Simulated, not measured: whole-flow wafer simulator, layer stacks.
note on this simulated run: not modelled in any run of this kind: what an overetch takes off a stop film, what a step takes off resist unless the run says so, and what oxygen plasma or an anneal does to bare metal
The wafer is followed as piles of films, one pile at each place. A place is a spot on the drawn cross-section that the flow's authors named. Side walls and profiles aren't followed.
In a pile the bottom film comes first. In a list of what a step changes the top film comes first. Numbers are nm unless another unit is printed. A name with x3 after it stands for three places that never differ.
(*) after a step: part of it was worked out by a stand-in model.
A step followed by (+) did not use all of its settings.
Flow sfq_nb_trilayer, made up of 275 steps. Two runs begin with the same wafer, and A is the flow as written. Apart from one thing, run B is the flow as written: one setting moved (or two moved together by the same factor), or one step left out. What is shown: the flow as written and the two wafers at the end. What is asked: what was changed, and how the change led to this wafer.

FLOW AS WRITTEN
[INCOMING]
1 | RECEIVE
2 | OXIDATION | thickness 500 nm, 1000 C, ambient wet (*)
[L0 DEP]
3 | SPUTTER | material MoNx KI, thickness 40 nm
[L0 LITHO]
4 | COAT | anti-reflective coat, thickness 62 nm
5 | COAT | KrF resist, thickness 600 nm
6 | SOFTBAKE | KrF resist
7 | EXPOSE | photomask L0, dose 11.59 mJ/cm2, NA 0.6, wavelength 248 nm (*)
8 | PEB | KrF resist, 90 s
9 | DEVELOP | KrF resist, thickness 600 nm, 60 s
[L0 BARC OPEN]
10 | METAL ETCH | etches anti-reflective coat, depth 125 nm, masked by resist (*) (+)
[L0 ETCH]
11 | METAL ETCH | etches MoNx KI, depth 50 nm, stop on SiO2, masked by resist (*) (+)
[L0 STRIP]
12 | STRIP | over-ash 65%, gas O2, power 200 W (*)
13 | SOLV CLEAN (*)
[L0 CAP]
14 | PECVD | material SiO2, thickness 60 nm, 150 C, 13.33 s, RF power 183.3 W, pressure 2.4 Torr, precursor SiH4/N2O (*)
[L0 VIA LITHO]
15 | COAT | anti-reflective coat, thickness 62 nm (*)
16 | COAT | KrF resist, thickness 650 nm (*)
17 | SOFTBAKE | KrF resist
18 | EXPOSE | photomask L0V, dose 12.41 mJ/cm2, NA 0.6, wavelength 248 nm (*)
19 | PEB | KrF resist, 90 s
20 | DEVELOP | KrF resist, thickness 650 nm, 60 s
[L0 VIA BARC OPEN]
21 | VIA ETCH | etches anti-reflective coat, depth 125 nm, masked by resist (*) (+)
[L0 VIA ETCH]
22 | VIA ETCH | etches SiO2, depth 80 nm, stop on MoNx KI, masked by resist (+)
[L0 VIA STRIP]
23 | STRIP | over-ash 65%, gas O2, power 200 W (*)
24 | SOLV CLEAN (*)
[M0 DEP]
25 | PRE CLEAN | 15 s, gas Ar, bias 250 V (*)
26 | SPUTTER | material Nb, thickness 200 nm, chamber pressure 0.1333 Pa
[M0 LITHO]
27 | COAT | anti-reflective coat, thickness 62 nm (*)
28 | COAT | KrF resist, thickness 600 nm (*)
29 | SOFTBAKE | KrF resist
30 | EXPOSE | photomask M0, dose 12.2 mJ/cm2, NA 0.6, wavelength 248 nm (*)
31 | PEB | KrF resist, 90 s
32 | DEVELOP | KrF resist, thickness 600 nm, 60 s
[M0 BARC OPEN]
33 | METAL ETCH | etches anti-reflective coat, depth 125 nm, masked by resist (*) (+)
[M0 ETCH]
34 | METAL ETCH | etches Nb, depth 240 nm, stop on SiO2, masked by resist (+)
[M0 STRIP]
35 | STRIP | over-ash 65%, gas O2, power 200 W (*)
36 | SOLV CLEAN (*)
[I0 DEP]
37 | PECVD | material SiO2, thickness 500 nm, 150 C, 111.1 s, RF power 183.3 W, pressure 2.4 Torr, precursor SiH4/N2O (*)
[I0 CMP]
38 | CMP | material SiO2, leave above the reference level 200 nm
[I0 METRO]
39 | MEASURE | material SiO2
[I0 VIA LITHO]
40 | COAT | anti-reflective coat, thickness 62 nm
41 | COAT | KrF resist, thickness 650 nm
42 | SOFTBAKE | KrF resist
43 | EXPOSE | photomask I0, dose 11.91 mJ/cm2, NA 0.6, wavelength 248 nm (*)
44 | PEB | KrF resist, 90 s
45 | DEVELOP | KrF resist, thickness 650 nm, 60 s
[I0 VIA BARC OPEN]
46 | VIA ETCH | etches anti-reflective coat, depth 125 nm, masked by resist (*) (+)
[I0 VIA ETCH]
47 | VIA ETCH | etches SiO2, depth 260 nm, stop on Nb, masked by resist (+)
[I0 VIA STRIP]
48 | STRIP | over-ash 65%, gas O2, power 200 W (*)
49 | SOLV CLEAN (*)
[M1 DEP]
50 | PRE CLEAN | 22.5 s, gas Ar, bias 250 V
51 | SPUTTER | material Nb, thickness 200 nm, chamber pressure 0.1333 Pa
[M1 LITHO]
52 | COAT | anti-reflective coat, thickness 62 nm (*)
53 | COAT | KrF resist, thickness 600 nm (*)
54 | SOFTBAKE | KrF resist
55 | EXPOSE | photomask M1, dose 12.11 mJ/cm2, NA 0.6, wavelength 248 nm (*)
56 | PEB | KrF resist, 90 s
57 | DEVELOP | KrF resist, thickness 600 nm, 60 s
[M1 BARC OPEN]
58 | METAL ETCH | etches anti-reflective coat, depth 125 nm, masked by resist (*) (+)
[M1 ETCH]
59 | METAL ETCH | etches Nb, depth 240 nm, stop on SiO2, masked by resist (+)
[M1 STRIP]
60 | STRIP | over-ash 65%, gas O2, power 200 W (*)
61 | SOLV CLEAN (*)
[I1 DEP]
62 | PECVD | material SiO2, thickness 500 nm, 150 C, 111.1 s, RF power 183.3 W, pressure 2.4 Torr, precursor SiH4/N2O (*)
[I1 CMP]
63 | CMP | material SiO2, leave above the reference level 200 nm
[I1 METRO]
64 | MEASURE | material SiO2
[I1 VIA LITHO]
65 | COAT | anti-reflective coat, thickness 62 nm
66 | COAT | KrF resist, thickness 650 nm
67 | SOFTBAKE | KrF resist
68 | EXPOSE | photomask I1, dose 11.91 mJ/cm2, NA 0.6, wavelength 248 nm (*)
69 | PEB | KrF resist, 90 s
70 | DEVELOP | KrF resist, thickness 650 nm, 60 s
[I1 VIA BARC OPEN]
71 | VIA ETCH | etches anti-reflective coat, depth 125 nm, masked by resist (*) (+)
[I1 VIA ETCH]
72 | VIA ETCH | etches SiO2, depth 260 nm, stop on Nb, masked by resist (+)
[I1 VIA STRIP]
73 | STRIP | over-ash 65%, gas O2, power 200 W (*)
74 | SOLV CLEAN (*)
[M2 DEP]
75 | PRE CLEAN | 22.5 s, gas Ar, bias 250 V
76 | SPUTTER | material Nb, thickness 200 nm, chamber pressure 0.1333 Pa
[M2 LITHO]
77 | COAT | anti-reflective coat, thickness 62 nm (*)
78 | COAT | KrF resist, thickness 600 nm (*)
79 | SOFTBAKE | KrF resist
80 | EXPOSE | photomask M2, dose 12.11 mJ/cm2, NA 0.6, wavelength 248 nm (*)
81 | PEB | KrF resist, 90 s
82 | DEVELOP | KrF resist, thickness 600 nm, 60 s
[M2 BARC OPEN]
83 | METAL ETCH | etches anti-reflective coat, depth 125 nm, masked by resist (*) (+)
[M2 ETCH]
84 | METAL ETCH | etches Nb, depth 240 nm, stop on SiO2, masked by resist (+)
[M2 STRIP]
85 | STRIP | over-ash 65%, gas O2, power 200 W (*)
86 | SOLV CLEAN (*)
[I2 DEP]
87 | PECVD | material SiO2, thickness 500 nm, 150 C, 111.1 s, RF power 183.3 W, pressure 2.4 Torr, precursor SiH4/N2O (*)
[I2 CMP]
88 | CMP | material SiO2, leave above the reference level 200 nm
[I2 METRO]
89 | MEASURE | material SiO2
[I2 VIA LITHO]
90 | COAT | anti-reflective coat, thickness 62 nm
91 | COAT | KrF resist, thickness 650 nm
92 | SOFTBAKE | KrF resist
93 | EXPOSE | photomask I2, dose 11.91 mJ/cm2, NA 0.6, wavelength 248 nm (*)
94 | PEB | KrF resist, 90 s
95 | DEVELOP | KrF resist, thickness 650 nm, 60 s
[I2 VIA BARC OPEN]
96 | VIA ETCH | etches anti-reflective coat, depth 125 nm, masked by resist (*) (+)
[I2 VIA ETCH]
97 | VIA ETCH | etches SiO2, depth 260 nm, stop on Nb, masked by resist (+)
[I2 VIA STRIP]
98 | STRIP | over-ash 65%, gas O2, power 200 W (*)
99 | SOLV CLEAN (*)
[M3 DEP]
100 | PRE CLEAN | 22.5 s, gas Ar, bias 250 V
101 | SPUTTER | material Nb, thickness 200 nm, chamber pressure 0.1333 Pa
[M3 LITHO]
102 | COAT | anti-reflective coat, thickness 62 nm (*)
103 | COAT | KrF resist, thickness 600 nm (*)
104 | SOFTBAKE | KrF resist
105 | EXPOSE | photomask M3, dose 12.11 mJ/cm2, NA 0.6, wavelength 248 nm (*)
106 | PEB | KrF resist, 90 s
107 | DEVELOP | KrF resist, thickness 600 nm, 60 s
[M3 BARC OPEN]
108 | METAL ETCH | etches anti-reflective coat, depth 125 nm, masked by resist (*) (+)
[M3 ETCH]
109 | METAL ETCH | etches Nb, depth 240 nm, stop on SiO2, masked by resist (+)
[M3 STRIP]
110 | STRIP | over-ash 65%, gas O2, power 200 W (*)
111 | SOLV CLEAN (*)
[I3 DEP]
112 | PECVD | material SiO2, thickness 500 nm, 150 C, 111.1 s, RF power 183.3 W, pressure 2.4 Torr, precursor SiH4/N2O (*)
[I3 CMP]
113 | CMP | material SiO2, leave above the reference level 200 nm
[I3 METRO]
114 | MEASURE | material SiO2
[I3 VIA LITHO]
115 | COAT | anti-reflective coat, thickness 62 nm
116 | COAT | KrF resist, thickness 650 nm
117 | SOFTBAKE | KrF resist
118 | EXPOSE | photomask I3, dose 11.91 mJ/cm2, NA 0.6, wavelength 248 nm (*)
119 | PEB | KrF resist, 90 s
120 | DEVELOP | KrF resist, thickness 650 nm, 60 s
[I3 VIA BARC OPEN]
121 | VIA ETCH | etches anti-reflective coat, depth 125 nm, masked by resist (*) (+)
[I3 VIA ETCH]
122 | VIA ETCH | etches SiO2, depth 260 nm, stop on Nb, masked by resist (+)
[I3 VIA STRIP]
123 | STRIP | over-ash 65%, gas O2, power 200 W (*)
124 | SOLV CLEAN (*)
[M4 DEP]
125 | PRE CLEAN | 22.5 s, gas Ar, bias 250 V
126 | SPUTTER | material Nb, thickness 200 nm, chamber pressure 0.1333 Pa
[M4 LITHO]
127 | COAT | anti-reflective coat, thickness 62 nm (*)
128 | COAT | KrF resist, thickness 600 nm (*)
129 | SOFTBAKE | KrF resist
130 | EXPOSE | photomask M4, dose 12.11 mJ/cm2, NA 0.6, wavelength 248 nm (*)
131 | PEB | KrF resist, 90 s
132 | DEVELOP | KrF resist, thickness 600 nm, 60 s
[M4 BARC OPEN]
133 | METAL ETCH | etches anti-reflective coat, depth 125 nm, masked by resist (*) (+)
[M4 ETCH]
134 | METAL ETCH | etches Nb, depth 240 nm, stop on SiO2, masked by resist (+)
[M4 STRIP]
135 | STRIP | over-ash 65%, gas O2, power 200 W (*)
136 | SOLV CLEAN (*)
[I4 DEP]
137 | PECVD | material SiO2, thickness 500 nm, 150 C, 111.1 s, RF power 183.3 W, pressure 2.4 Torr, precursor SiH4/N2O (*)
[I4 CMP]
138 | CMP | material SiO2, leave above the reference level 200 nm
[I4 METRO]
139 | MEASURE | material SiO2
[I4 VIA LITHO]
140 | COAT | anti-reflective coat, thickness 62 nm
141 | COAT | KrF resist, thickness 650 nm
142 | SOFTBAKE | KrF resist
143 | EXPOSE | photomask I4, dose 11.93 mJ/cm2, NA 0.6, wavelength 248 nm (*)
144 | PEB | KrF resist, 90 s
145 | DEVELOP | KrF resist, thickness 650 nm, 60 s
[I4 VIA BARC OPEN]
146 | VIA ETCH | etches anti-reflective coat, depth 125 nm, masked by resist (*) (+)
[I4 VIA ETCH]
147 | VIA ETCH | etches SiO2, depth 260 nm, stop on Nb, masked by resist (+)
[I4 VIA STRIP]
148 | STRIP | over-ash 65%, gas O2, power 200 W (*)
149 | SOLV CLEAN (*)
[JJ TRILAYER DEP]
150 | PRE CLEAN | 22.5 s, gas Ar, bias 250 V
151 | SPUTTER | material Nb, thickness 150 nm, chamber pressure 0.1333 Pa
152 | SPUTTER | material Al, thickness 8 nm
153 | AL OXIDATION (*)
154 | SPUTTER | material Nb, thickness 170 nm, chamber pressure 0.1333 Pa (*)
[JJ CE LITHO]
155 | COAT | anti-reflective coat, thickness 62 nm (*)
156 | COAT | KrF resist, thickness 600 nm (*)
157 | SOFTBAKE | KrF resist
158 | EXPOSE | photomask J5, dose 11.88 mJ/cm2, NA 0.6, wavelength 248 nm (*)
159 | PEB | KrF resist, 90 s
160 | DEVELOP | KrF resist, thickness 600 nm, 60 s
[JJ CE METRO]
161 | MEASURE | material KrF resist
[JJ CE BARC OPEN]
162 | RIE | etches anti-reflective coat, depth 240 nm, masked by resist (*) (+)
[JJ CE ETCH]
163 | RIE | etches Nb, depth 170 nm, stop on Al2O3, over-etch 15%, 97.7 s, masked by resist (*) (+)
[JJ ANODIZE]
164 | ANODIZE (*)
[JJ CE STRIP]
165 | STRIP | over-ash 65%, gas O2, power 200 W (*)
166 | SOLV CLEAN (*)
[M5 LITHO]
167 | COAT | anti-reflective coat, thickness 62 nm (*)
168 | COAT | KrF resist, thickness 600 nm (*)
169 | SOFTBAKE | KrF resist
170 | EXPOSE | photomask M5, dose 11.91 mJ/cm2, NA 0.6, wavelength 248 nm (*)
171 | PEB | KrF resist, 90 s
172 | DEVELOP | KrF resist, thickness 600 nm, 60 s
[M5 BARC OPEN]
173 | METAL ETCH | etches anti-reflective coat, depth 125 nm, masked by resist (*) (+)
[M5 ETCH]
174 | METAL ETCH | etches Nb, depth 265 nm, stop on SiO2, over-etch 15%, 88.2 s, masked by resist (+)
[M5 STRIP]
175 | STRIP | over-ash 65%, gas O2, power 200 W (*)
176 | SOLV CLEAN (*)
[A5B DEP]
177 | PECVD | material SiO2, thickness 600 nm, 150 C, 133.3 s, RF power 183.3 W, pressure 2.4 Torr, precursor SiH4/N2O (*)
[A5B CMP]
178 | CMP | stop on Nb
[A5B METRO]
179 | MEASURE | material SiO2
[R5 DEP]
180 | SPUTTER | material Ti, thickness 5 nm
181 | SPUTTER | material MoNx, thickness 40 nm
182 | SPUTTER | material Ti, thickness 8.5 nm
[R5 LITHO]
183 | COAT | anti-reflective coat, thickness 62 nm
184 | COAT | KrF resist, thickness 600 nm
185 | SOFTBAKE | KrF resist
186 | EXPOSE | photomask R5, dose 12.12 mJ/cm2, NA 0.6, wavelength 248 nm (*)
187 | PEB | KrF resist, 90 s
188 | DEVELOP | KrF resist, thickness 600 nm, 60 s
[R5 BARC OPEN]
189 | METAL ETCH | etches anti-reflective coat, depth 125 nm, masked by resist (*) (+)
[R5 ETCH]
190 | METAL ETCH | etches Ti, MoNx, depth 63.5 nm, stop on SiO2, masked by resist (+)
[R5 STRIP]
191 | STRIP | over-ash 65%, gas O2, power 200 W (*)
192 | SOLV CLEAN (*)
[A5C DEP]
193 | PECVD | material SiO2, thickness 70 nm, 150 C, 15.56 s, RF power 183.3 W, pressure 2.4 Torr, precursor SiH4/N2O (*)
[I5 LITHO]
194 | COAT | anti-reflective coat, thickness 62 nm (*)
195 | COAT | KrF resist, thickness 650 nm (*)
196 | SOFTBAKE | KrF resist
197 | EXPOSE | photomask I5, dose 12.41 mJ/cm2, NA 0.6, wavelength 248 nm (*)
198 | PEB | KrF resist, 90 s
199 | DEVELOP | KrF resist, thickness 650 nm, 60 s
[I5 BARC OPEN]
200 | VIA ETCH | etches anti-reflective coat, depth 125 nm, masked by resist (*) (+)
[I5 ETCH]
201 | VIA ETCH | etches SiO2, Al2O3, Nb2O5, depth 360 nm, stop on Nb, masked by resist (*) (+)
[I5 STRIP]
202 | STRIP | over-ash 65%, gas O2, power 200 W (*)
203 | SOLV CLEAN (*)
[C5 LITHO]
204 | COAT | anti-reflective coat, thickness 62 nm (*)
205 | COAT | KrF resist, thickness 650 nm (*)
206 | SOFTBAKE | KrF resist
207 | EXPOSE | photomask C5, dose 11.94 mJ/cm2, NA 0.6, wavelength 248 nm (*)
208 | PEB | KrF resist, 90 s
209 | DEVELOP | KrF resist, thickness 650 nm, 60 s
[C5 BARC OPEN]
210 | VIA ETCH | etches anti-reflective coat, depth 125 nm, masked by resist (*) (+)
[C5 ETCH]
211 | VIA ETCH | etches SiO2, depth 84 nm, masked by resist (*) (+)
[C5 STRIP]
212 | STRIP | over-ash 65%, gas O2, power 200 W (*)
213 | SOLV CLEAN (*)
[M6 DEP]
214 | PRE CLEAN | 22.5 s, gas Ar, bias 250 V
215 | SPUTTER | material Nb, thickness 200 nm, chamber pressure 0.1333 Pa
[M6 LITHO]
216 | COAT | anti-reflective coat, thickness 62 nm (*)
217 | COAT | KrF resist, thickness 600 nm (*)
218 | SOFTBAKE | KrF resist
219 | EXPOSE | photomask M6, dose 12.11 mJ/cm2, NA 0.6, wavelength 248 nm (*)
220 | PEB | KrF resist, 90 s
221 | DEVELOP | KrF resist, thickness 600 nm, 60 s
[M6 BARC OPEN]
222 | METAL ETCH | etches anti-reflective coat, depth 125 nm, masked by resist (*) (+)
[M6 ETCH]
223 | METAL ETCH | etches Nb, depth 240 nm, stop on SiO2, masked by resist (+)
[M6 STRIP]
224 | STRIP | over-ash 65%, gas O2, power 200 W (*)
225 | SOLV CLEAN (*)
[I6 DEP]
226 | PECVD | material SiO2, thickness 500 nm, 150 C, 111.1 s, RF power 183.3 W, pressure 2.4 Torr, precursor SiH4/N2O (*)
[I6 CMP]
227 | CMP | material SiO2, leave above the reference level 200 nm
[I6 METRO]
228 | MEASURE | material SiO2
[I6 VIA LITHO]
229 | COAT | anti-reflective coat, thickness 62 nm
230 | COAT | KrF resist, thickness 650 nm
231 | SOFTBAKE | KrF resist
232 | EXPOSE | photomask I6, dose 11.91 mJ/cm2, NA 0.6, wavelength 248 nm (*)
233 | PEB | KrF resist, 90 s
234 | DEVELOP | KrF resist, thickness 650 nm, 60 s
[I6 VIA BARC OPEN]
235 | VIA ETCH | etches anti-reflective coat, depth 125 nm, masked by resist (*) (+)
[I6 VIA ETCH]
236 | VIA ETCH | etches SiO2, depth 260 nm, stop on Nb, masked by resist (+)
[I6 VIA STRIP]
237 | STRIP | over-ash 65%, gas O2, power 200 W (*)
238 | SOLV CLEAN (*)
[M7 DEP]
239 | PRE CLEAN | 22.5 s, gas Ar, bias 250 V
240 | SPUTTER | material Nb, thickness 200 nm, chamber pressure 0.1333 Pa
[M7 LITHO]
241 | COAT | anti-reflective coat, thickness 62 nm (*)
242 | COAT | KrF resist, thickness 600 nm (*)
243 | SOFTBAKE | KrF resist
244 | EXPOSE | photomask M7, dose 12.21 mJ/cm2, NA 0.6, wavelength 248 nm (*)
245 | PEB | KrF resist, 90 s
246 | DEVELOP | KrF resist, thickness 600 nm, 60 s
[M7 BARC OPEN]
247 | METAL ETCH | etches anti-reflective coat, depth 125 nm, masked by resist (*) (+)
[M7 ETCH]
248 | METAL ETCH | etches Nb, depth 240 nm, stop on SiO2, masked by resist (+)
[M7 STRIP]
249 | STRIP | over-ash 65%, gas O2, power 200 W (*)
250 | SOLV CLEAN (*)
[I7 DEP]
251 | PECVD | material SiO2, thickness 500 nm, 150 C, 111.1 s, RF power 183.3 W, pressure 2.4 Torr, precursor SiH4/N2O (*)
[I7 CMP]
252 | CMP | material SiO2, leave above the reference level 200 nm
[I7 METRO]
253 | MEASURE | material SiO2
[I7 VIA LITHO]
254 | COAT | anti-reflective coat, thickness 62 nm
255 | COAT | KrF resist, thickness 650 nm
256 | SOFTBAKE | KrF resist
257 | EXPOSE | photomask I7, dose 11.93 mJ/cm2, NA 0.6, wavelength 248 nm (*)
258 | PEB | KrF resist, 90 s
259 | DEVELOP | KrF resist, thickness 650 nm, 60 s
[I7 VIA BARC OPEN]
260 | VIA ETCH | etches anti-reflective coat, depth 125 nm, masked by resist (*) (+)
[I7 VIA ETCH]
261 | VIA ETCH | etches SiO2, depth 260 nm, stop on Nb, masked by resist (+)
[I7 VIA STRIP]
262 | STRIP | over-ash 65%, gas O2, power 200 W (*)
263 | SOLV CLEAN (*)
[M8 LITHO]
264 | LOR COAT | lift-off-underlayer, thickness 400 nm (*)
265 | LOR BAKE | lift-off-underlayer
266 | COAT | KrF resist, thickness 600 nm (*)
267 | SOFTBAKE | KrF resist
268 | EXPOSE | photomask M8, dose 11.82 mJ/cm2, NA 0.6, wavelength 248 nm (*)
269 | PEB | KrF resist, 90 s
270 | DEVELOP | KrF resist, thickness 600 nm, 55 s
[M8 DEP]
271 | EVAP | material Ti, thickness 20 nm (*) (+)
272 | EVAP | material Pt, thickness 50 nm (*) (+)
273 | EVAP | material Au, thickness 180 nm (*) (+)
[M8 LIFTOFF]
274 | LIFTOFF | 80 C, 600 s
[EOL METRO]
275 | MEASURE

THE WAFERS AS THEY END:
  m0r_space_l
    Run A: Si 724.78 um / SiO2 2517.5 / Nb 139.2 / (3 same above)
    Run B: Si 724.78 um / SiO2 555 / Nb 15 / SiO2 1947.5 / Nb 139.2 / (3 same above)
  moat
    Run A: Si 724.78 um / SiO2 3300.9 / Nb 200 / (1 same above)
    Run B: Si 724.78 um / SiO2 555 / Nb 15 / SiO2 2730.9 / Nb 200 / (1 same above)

What caused this: step 34, METAL ETCH: depth 185 nm was run, while the flow as written has depth 240 nm.

How this came from the change, step by step:
  34 | METAL ETCH | etches Nb, depth 240 nm, stop on SiO2, masked by resist (+)
      moat, m0r_space_l, m0r_space_r: A Nb loses 200 (all of it) | B Nb loses 185
      field_l, v_sur, via_wl and 100 more: A KrF resist loses 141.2 | B KrF resist loses 108.8
  35 | STRIP | over-ash 65%, gas O2, power 200 W (*)
      p4_fl, p4_fm, p4_w1 and 68 more: A KrF resist loses 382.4 (all of it), anti-reflective coat loses 62 (all of it) | B KrF resist loses 414.7 (all of it), anti-reflective coat loses 62 (all of it)
      c5j, ce_r, sp_r, be_r, r_sur, res: A KrF resist loses 389 (all of it), anti-reflective coat loses 63.6 (all of it) | B KrF resist loses 421.4 (all of it), anti-reflective coat loses 63.6 (all of it)
      (as well as at 26 more places)
  37 | PECVD | material SiO2, thickness 500 nm, 150 C, 111.1 s, RF power 183.3 W, pressure 2.4 Torr, precursor SiH4/N2O (*)
      moat, m0r_space_l, m0r_space_r: A SiO2 gains 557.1 | B SiO2 gains 542.1 (new film)
With metal films that touch counted as one body, m0r_space_l has 2 bodies (between them, from the top down: SiO2 1947.5); the flow as written gives 1 body.
With metal films that touch counted as one body, moat has 2 bodies (between them, from the top down: SiO2 2730.9); the flow as written gives 1 body.
